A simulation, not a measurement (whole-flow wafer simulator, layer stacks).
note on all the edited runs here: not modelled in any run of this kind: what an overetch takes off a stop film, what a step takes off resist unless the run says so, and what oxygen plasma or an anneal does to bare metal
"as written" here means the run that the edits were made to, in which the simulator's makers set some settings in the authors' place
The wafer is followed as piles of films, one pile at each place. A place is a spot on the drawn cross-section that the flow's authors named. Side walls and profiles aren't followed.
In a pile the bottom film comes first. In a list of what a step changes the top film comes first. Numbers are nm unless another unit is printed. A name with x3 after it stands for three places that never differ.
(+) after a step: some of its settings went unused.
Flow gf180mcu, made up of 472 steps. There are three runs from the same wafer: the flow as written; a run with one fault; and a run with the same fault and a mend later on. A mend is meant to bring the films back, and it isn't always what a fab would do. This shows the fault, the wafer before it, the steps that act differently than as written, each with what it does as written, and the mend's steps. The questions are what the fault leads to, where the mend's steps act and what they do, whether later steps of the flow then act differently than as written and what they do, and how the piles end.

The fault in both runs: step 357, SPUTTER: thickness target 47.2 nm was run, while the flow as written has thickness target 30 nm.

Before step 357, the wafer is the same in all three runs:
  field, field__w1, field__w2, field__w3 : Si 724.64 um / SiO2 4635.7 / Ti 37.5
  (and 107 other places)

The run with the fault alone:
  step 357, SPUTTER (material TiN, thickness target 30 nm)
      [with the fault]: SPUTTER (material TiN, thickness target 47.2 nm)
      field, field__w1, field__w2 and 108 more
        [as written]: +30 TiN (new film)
        [with the fault]: +47.2 TiN (new film)
  Later steps of the flow acting differently than as written:
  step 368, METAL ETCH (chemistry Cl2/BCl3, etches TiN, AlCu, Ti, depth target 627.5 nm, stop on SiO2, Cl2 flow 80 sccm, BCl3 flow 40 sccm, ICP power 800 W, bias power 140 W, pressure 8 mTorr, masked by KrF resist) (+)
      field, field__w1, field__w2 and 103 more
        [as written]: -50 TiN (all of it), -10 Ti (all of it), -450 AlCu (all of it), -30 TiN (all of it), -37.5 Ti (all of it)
        [with the fault]: -50 TiN (all of it), -10 Ti (all of it), -450 AlCu (all of it), -47.2 TiN (all of it), -37.5 Ti (all of it)
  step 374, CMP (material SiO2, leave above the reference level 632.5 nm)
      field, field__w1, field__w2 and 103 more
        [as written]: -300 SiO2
        [with the fault]: -282.8 SiO2
  At field__w8, contact, m1, m1__w1, m1_nw, the piles at the end differ from the flow's by more than 2% or 0.5 nm, whichever is larger.
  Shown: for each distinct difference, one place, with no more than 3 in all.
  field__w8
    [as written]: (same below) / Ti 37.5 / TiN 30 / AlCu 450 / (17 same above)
    [with the fault]: (same below) / Ti 37.5 / TiN 47.2 / AlCu 450 / (17 same above)
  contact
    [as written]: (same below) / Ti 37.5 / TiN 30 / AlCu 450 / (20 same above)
    [with the fault]: (same below) / Ti 37.5 / TiN 47.2 / AlCu 450 / (20 same above)

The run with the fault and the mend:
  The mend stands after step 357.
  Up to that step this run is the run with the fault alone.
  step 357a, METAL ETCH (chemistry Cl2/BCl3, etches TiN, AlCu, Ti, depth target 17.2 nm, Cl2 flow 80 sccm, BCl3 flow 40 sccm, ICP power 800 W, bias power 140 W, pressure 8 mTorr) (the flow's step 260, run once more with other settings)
      field, field__w1, field__w2 and 108 more
        -17.2 TiN
  Later steps of the flow that are run all act as written at every place that is followed.
  The piles end the same as the flow's at every place that both follow.
